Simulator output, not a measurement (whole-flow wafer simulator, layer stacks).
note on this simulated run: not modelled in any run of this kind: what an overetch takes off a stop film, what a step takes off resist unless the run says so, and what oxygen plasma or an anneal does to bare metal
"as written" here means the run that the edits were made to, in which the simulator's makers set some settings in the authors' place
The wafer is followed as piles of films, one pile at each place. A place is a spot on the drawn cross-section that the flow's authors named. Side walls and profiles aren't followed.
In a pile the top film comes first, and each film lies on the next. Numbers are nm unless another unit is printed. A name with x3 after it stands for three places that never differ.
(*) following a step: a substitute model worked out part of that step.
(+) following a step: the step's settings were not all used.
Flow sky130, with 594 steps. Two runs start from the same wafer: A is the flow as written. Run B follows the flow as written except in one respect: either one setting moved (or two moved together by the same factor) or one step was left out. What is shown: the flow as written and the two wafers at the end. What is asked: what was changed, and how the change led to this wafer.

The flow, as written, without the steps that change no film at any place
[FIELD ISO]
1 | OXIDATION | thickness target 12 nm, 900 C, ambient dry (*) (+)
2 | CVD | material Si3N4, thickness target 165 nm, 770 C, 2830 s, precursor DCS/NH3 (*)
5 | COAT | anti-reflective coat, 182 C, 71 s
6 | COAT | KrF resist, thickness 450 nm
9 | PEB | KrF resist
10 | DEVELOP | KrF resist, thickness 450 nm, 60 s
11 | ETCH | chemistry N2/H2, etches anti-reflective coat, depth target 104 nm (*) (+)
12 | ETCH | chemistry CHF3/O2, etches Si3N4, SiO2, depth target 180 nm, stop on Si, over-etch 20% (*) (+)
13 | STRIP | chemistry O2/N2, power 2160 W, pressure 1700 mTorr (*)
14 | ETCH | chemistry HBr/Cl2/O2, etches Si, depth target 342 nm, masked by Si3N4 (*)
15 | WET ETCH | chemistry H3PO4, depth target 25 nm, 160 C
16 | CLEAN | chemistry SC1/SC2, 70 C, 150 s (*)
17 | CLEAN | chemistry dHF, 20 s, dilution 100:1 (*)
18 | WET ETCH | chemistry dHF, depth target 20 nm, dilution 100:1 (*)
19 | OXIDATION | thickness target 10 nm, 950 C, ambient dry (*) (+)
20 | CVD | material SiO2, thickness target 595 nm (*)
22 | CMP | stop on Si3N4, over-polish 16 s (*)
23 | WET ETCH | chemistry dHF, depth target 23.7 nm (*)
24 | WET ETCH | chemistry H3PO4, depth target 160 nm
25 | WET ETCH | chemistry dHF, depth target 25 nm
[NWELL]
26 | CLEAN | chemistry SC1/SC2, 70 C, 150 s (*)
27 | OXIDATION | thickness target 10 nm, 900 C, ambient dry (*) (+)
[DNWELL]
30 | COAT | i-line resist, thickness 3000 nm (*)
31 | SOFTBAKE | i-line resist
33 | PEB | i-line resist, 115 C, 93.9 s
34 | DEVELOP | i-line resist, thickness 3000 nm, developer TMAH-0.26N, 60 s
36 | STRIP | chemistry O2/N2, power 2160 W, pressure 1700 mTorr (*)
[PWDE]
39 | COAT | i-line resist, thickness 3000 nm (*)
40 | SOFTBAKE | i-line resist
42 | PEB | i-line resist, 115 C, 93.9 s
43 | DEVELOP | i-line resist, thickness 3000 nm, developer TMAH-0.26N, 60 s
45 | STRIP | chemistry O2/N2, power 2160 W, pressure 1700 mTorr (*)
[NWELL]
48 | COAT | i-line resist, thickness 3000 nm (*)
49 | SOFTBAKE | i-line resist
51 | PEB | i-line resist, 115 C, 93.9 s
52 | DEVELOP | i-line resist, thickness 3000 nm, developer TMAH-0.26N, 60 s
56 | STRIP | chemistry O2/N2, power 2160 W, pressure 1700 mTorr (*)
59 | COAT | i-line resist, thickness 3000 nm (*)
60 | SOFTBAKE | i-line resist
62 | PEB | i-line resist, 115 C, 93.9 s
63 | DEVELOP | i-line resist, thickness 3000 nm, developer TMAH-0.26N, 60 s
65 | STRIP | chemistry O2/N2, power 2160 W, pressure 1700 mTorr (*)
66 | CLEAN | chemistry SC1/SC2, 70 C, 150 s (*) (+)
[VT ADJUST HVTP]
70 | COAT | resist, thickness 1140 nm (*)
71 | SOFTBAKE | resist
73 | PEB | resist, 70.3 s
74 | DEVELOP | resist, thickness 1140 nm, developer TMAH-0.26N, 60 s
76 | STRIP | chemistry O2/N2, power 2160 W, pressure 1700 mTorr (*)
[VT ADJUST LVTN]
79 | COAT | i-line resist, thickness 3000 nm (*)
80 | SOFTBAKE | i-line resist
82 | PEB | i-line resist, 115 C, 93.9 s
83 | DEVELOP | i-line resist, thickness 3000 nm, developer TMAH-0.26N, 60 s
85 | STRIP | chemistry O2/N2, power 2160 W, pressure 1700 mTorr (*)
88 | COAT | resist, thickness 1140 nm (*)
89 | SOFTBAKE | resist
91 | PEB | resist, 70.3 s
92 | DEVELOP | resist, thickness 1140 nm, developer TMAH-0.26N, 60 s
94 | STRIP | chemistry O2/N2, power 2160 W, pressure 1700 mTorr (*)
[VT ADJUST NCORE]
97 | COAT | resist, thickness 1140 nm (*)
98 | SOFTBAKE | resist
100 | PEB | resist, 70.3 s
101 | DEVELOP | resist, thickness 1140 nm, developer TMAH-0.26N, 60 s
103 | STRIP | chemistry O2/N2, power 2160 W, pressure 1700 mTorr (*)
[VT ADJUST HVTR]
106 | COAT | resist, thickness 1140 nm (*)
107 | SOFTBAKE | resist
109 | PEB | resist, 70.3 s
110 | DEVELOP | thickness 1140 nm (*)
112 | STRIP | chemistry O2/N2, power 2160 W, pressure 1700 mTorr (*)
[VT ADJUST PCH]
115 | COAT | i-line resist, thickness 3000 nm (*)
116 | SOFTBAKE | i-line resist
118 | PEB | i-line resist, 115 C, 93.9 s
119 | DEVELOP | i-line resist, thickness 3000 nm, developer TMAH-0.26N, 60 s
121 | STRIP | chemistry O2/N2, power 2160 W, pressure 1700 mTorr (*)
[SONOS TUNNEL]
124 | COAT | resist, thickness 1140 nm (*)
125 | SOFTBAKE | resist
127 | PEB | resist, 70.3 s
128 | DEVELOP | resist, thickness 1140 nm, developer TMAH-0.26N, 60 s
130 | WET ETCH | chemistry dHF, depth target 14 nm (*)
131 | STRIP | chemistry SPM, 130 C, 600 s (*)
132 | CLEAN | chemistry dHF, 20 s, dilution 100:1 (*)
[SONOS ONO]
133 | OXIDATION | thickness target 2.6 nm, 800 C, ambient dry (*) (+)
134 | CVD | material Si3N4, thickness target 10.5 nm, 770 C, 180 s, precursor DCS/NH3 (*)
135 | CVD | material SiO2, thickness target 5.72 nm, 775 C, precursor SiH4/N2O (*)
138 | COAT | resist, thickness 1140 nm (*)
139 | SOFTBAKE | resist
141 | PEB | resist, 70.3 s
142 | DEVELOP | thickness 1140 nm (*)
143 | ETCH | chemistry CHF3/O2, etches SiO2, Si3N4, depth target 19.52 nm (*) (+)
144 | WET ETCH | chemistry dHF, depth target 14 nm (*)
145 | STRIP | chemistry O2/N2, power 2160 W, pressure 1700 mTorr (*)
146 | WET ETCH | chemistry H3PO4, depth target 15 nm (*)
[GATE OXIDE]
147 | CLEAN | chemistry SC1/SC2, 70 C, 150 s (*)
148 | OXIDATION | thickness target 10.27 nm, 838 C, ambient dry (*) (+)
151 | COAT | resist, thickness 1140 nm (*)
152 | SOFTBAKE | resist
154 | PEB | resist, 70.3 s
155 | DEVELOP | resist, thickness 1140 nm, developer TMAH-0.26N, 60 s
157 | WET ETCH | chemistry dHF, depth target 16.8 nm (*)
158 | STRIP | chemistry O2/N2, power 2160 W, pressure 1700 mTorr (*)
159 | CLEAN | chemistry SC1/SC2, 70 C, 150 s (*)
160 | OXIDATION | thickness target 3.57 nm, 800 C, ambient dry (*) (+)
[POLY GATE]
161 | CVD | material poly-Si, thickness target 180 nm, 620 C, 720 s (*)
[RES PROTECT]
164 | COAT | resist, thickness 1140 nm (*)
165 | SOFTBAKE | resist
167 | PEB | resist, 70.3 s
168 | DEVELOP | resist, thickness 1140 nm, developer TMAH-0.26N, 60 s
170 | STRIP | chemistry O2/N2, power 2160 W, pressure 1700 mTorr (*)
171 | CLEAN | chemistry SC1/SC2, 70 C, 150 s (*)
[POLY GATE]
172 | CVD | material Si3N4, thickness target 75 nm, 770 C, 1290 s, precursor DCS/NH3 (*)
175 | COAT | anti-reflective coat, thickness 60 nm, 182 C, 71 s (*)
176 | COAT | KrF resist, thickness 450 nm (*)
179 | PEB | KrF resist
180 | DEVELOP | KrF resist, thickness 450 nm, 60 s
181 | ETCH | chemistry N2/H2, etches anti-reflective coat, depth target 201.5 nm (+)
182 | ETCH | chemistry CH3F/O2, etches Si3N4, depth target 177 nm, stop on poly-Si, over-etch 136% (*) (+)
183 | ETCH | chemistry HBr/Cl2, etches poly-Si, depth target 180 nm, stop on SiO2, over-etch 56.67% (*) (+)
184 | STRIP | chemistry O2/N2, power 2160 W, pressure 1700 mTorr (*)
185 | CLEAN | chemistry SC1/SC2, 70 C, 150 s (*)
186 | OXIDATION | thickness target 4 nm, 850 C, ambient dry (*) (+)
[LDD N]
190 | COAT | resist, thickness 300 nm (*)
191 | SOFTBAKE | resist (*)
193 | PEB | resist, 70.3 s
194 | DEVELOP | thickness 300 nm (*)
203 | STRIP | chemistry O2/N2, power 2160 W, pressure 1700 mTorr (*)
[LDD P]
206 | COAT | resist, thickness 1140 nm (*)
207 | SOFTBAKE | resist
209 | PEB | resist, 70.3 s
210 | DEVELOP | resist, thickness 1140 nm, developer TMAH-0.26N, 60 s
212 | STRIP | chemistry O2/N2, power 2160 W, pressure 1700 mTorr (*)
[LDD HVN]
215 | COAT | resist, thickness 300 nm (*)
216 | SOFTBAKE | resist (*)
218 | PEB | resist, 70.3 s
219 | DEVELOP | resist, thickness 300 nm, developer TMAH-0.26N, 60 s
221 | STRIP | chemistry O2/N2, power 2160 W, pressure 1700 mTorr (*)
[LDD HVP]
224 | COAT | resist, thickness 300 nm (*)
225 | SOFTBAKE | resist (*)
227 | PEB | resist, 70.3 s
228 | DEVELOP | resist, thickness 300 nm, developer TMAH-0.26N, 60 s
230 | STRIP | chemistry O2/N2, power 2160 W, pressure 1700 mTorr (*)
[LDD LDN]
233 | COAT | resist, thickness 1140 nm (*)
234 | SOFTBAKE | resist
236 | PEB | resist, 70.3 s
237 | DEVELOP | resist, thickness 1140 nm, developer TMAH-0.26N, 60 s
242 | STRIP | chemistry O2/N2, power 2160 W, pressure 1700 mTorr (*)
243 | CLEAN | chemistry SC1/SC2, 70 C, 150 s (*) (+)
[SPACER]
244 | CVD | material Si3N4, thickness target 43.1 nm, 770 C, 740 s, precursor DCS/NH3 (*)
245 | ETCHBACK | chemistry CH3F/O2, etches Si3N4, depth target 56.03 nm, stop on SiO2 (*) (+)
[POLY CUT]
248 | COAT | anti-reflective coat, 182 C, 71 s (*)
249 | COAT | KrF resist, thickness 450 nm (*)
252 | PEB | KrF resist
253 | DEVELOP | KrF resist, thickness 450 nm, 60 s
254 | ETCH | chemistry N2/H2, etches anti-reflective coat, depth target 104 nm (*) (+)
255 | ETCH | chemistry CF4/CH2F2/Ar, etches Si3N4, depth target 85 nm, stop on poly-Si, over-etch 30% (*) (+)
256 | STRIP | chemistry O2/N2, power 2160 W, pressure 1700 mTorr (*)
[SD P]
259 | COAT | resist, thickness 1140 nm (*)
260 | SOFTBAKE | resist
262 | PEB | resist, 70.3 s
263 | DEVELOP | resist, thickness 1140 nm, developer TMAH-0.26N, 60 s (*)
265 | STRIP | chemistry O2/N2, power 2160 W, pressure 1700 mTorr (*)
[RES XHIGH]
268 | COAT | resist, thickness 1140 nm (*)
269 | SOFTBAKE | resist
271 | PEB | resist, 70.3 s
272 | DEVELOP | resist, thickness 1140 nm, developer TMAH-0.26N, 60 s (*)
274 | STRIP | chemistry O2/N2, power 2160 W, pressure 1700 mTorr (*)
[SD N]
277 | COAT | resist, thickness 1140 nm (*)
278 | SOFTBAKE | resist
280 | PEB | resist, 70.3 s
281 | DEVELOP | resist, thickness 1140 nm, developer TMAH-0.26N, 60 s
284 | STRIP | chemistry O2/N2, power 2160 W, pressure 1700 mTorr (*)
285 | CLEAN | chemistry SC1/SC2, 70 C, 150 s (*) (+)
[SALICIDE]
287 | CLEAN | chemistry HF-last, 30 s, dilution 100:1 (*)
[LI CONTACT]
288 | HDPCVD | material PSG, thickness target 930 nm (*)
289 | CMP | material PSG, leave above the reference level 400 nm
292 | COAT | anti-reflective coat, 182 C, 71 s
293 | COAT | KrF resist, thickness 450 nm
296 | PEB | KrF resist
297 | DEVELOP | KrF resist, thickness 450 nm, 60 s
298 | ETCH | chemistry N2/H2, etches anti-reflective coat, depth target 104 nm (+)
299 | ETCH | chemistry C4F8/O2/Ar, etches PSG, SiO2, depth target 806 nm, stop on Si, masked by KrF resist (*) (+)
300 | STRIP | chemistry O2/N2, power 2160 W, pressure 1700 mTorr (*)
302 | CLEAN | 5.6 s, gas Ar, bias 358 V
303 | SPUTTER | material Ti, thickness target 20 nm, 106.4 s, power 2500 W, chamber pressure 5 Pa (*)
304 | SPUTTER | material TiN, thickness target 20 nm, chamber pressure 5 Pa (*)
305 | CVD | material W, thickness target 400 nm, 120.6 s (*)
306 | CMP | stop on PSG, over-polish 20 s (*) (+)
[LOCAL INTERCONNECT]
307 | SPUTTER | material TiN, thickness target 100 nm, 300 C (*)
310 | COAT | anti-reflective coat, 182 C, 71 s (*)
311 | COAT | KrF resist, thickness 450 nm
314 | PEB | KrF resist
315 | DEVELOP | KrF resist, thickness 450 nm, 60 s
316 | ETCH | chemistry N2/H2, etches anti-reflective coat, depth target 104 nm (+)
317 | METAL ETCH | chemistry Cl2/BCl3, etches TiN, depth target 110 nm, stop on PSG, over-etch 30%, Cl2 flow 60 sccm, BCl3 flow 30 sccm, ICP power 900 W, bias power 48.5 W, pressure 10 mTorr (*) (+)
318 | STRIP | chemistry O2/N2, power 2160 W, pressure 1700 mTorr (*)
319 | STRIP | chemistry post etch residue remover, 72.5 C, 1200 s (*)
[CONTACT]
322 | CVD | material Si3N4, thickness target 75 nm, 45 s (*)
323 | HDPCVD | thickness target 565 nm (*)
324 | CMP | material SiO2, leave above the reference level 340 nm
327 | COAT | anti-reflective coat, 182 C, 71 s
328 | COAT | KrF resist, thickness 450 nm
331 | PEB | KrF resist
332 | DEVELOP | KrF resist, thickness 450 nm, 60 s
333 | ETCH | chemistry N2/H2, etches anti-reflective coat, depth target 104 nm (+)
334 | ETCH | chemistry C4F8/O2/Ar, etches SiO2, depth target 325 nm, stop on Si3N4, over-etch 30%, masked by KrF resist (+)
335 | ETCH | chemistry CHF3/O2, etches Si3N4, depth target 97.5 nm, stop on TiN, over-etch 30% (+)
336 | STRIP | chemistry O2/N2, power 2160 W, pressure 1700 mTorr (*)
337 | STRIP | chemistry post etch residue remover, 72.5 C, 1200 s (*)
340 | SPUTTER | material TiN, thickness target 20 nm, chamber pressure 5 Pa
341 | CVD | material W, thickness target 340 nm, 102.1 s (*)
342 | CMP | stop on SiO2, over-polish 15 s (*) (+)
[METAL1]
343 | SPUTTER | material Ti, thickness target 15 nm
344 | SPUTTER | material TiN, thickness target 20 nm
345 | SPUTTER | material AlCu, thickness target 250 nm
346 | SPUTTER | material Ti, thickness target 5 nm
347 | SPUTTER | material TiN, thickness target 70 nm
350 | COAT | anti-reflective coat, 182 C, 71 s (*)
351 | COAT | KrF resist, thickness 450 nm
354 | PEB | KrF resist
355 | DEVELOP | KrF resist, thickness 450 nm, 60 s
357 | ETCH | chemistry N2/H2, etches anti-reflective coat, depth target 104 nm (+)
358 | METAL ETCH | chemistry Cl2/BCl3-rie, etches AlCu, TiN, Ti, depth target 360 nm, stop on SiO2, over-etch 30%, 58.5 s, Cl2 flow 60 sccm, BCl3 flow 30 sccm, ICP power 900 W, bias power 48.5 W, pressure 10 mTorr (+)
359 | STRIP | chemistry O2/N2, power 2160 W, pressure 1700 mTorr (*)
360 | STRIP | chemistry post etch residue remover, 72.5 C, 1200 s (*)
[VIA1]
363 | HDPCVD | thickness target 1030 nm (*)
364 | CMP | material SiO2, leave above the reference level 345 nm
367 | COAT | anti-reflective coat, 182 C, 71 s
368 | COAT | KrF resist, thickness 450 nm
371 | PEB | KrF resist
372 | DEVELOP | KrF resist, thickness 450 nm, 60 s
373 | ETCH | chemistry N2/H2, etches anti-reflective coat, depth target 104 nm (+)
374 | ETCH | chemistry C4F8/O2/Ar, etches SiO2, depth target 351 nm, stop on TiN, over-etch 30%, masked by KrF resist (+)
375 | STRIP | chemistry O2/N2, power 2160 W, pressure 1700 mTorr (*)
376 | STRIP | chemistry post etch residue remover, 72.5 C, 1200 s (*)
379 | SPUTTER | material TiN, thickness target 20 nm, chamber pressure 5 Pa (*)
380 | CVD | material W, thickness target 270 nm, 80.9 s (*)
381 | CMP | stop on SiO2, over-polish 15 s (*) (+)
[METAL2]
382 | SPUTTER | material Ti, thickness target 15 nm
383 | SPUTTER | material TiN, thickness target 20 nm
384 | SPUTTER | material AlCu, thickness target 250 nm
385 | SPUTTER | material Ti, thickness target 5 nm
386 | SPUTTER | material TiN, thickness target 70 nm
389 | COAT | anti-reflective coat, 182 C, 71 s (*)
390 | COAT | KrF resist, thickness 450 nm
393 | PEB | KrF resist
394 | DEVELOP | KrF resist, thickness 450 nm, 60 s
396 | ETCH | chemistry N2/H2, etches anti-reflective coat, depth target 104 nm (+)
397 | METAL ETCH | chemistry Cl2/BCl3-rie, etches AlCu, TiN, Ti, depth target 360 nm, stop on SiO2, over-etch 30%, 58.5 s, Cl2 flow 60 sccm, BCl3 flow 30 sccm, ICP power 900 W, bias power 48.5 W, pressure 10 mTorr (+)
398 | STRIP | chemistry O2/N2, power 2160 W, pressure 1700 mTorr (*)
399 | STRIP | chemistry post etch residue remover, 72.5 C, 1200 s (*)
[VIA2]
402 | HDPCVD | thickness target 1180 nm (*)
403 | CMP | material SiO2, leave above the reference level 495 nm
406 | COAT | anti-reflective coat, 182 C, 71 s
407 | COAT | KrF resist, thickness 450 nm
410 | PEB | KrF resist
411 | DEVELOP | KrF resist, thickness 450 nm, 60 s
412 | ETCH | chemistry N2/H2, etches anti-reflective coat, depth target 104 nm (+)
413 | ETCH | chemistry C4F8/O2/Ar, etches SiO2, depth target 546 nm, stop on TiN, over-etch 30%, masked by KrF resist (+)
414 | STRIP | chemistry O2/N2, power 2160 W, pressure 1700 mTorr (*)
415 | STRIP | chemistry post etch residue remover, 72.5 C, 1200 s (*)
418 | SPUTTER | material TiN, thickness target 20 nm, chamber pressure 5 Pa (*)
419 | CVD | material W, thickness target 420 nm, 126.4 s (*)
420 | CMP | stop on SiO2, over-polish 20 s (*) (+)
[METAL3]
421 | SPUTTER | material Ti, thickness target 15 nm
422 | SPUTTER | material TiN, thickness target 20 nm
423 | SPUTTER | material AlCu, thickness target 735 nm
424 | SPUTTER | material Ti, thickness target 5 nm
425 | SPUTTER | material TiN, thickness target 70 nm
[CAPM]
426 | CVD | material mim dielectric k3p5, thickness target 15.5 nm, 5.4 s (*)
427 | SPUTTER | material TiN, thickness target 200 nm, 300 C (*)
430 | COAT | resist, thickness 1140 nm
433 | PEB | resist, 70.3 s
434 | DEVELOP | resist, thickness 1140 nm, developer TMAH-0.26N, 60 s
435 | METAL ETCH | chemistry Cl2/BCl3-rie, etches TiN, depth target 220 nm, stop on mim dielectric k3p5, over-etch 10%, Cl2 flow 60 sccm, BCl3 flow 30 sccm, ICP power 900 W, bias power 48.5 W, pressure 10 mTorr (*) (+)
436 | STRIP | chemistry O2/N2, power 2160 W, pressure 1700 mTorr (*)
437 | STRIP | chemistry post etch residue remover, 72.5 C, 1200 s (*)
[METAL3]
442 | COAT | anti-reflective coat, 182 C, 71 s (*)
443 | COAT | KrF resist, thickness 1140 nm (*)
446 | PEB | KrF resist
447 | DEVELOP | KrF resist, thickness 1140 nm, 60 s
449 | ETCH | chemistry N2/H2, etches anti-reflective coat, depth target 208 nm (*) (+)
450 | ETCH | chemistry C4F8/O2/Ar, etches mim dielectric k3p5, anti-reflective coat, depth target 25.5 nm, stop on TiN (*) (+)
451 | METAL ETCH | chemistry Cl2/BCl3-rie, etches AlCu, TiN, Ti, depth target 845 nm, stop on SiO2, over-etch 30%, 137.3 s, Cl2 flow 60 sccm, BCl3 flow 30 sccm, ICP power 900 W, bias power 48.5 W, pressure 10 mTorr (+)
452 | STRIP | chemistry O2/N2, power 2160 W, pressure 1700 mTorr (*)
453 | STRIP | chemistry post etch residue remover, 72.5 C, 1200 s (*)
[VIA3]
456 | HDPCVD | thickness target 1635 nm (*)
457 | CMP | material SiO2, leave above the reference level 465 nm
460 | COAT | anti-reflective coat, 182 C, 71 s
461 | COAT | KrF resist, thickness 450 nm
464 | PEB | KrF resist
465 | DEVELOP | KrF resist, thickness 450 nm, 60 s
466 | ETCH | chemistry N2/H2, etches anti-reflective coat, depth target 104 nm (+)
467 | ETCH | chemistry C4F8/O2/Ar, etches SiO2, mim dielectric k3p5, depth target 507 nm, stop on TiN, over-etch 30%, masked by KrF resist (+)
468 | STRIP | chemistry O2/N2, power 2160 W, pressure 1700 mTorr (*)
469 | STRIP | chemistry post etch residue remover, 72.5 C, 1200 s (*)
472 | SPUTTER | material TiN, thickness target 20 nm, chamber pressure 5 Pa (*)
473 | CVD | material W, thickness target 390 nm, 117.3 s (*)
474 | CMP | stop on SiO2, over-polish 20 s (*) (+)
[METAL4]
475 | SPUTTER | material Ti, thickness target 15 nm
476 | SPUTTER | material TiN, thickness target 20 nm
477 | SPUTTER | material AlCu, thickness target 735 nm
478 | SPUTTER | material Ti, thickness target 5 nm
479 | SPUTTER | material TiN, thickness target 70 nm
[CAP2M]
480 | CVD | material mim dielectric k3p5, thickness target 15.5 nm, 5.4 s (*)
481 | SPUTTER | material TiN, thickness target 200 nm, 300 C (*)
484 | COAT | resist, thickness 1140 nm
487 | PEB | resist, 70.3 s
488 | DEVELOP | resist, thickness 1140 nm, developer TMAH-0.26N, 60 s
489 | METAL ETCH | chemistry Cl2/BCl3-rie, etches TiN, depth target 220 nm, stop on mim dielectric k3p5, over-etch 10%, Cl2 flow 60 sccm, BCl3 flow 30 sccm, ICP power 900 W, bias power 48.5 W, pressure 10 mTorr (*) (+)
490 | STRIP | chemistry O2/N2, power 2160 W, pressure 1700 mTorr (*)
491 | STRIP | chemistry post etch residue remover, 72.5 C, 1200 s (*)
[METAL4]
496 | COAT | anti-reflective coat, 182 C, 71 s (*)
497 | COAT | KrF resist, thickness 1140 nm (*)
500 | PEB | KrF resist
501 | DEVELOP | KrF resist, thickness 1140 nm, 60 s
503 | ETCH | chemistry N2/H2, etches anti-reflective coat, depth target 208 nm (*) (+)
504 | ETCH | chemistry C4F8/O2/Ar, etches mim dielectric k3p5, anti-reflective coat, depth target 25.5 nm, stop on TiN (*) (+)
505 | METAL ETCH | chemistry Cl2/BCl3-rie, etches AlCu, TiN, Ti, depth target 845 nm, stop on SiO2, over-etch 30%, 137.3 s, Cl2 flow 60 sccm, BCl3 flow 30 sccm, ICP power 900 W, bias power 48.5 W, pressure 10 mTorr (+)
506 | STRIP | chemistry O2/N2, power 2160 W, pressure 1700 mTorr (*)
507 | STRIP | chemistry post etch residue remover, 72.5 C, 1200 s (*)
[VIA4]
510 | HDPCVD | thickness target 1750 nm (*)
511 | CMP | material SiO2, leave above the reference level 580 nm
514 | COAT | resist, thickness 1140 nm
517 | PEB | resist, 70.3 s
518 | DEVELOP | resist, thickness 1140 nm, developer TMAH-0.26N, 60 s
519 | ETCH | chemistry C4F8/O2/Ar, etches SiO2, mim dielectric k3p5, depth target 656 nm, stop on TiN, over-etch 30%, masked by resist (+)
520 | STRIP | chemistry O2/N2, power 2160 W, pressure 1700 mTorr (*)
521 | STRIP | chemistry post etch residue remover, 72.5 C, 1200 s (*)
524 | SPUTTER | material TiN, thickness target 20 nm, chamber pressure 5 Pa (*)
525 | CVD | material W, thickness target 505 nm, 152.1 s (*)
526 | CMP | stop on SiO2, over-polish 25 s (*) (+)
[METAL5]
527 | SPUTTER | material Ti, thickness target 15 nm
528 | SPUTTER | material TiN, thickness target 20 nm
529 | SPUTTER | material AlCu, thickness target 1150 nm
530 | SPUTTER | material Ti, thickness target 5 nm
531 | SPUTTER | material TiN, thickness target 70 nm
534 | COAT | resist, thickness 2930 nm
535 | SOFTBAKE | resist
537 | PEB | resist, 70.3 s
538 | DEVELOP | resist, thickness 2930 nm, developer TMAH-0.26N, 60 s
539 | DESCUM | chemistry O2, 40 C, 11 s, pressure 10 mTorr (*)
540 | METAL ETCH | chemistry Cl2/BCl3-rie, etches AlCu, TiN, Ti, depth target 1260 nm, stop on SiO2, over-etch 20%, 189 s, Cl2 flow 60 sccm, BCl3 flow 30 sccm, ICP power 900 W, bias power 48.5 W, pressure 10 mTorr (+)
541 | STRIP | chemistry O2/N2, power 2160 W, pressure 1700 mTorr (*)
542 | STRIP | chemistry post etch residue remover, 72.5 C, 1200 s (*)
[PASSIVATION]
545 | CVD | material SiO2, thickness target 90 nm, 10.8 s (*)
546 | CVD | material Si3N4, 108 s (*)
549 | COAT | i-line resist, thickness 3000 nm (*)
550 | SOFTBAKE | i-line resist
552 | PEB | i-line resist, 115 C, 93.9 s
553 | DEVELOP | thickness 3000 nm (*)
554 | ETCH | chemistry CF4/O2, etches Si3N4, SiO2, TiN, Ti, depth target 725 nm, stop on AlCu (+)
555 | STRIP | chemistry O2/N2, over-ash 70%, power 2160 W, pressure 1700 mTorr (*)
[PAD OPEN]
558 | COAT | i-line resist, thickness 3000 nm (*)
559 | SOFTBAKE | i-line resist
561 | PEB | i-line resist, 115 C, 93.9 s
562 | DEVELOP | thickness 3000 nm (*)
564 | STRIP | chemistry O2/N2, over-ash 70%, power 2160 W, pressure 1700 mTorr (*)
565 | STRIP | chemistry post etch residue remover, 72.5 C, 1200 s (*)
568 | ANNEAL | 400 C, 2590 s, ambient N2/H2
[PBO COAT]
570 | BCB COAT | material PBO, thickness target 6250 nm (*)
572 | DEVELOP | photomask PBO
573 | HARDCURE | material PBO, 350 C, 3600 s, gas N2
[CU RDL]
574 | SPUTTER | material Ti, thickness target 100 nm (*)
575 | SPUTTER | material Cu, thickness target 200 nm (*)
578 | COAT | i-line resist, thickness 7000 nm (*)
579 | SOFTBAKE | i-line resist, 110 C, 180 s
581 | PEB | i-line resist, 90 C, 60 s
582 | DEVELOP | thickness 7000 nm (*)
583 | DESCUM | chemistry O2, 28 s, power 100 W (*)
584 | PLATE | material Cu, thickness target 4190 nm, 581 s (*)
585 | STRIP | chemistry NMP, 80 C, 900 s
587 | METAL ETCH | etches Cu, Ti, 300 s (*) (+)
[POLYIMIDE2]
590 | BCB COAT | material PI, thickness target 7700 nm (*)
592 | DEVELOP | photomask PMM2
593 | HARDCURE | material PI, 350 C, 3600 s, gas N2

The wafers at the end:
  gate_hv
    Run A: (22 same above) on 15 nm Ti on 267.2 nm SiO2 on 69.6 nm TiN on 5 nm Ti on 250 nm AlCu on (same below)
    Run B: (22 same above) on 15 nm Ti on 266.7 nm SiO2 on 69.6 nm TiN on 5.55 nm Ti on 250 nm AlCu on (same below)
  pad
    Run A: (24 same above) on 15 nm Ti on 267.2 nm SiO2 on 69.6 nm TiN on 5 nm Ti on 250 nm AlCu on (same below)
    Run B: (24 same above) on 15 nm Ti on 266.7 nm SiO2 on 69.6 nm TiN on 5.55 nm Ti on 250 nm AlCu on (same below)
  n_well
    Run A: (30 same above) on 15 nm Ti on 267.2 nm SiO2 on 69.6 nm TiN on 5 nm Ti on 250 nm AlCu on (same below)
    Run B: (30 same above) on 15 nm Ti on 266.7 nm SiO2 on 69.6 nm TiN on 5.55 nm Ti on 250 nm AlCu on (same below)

The reason: step 346, SPUTTER: thickness target 5.55 nm was run, though the flow has thickness target 5 nm.
The wafer lets one read it off: gate_hv has Ti 5.55, and step 346 as written asks for 5 nm.

How this came from the change, step by step:
  346 | SPUTTER | material Ti, thickness target 5 nm
      field, active, n_well and 188 more: A Ti gains 5 (new film) | B Ti gains 5.55 (new film)
  358 | METAL ETCH | chemistry Cl2/BCl3-rie, etches AlCu, TiN, Ti, depth target 360 nm, stop on SiO2, over-etch 30%, 58.5 s, Cl2 flow 60 sccm, BCl3 flow 30 sccm, ICP power 900 W, bias power 48.5 W, pressure 10 mTorr (+)
      field, active, gate and 81 more: A TiN loses 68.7 (all of it), Ti loses 5 (all of it), AlCu loses 250 (all of it), TiN loses 20 (all of it), Ti loses 15 (all of it), SiO2 loses 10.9 | B TiN loses 68.7 (all of it), Ti loses 5.55 (all of it), AlCu loses 250 (all of it), TiN loses 20 (all of it), Ti loses 15 (all of it), SiO2 loses 10.9
